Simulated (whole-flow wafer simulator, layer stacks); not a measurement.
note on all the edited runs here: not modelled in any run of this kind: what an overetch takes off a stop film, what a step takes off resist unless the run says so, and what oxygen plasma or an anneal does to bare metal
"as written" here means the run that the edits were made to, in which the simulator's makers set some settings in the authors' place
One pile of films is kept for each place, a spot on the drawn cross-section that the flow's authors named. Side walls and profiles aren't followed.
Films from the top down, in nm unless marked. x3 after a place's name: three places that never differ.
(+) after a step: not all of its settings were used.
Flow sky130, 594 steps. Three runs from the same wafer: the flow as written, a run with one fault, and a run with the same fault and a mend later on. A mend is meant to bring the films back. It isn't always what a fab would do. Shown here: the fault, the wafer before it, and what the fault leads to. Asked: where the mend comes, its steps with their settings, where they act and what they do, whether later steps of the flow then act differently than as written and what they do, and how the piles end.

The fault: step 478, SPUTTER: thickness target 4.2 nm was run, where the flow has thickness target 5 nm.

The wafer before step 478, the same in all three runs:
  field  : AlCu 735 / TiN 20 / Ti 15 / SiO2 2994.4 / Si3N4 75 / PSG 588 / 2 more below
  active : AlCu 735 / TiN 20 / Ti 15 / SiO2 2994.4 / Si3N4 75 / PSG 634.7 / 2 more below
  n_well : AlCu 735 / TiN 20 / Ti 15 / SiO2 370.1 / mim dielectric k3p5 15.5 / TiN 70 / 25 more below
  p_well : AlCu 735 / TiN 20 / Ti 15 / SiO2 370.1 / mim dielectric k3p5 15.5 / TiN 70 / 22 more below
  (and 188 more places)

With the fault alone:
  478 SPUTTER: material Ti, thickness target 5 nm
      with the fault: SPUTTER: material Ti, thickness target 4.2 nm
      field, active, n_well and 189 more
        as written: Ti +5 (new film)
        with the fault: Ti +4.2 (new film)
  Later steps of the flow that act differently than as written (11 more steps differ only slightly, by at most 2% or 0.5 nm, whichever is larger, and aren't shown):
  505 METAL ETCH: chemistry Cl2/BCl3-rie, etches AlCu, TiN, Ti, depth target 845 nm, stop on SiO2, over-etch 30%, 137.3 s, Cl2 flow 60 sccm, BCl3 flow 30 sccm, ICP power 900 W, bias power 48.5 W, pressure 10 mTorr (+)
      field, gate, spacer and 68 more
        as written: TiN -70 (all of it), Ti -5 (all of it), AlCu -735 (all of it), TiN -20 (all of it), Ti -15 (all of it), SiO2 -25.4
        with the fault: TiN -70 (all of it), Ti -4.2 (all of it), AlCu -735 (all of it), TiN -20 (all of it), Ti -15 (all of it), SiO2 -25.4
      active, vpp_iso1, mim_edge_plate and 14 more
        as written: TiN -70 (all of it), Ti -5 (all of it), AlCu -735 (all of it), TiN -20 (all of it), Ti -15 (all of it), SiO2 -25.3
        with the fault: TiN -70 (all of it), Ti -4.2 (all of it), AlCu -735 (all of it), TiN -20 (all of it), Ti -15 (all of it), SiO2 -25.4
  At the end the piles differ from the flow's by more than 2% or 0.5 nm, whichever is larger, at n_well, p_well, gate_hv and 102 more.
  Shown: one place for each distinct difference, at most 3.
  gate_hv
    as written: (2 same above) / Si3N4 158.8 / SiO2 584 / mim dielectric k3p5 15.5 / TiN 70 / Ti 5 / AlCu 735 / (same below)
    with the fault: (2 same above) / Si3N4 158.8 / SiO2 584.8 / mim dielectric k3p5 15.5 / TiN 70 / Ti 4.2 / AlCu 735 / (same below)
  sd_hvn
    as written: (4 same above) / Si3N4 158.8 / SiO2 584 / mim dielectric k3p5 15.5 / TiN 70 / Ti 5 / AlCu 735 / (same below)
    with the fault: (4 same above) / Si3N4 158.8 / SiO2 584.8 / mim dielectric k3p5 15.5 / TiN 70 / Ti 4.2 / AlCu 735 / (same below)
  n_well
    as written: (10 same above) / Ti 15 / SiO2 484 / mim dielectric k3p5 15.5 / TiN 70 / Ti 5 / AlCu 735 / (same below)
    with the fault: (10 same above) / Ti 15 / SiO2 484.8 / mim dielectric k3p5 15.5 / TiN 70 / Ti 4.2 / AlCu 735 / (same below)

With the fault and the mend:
  The mend comes after step 478.
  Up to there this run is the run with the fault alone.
  478a SPUTTER: material Ti, thickness target 0.8 nm (the flow's step 478 once more, with other settings)
      field, active, n_well and 189 more
        Ti +0.8
  No later step of the flow acts differently than as written at any place that is followed.
  At the end the piles are the same as the flow's at every place that both follow.
